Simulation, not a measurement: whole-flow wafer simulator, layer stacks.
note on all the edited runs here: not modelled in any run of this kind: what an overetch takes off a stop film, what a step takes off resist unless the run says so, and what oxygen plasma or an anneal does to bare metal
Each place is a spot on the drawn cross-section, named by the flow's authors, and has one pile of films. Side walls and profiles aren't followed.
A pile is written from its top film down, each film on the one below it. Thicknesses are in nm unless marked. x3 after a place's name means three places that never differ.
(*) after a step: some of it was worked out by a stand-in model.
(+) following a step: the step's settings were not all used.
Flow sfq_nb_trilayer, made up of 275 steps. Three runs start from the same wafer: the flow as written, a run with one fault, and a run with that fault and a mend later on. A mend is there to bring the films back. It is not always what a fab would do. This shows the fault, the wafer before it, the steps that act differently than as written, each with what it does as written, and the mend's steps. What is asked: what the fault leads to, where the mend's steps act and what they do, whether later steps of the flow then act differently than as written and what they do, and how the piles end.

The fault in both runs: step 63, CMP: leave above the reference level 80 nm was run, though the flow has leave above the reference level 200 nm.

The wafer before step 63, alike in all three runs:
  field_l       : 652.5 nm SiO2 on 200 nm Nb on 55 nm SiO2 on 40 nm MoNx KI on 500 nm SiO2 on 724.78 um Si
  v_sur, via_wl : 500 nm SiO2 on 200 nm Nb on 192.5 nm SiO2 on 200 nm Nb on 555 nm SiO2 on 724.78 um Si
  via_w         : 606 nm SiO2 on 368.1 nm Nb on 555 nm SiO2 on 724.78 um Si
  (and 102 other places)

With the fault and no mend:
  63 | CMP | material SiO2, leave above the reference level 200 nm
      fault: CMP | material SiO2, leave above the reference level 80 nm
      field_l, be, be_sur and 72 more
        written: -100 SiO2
        fault: -220 SiO2
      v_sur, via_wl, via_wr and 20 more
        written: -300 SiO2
        fault: -420 SiO2
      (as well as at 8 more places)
  Steps further on in the flow that do not act as written (3 other steps are not shown; they differ only slightly, by no more than 2% or 0.5 nm, whichever is larger):
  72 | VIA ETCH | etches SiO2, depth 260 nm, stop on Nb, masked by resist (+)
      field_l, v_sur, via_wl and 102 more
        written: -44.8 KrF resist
        fault: -20.6 KrF resist
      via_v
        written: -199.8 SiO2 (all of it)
        fault: -79.8 SiO2 (all of it)
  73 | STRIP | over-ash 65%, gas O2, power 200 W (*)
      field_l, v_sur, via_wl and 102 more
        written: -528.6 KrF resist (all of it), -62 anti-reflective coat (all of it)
        fault: -552.8 KrF resist (all of it), -62 anti-reflective coat (all of it)
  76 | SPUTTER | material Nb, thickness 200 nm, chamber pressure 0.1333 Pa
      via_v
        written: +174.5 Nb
        fault: +197.5 Nb
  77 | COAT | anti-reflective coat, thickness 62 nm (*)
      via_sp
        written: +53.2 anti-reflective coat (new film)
        fault: +54.9 anti-reflective coat (new film)
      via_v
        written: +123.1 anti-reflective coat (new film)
        fault: +93.5 anti-reflective coat (new film)
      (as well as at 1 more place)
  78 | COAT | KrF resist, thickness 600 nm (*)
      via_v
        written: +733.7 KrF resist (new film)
        fault: +638.9 KrF resist (new film)
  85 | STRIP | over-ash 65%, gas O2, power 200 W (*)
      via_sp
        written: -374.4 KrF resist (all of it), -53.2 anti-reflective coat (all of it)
        fault: -382.6 KrF resist (all of it), -54.9 anti-reflective coat (all of it)
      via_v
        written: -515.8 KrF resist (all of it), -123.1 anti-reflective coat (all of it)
        fault: -421.2 KrF resist (all of it), -93.5 anti-reflective coat (all of it)
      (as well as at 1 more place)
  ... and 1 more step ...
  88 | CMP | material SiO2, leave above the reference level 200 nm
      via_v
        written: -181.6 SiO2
        fault: -218.6 SiO2
  At field_l, v_sur, via_wl and 103 more, the piles at the end differ from the flow's by more than 2% or 0.5 nm, whichever is larger.
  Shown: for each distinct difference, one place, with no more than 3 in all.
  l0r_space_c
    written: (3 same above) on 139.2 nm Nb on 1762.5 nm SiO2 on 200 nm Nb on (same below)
    fault: (3 same above) on 139.2 nm Nb on 1642.5 nm SiO2 on 200 nm Nb on (same below)
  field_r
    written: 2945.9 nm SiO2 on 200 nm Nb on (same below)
    fault: 2825.9 nm SiO2 on 200 nm Nb on (same below)
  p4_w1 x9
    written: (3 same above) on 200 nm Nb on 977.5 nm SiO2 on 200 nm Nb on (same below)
    fault: (3 same above) on 200 nm Nb on 857.5 nm SiO2 on 200 nm Nb on (same below)

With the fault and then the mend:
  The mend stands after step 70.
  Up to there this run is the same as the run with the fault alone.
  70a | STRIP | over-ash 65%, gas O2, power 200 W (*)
      field_l, v_sur, via_wl and 102 more
        -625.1 KrF resist (all of it), -62 anti-reflective coat (all of it)
      via_v
        -62 anti-reflective coat (all of it)
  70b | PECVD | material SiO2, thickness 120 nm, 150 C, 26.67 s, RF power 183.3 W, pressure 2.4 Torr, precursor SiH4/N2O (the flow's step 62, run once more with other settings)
      field_l, v_sur, via_wl and 103 more
        +120 SiO2
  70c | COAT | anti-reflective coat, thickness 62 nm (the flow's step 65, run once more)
      field_l, v_sur, via_wl and 103 more
        +62 anti-reflective coat (new film)
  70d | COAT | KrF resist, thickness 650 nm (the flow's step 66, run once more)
      field_l, v_sur, via_wl and 103 more
        +650 KrF resist (new film)
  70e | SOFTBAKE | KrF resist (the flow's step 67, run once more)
      alters no film at any place that is followed
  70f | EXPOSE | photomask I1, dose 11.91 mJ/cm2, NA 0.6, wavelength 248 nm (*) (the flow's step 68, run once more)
      alters no film at any place that is followed
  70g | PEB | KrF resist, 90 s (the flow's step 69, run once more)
      field_l, v_sur, via_wl and 103 more
        -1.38 KrF resist
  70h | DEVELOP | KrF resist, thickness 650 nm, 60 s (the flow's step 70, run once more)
      field_l, v_sur, via_wl and 102 more
        -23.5 KrF resist
      via_v
        -648.6 KrF resist (all of it)
  Every later step of the flow that is run acts as written at every place that is followed.
  The piles end the same as the flow's at every place that both follow.
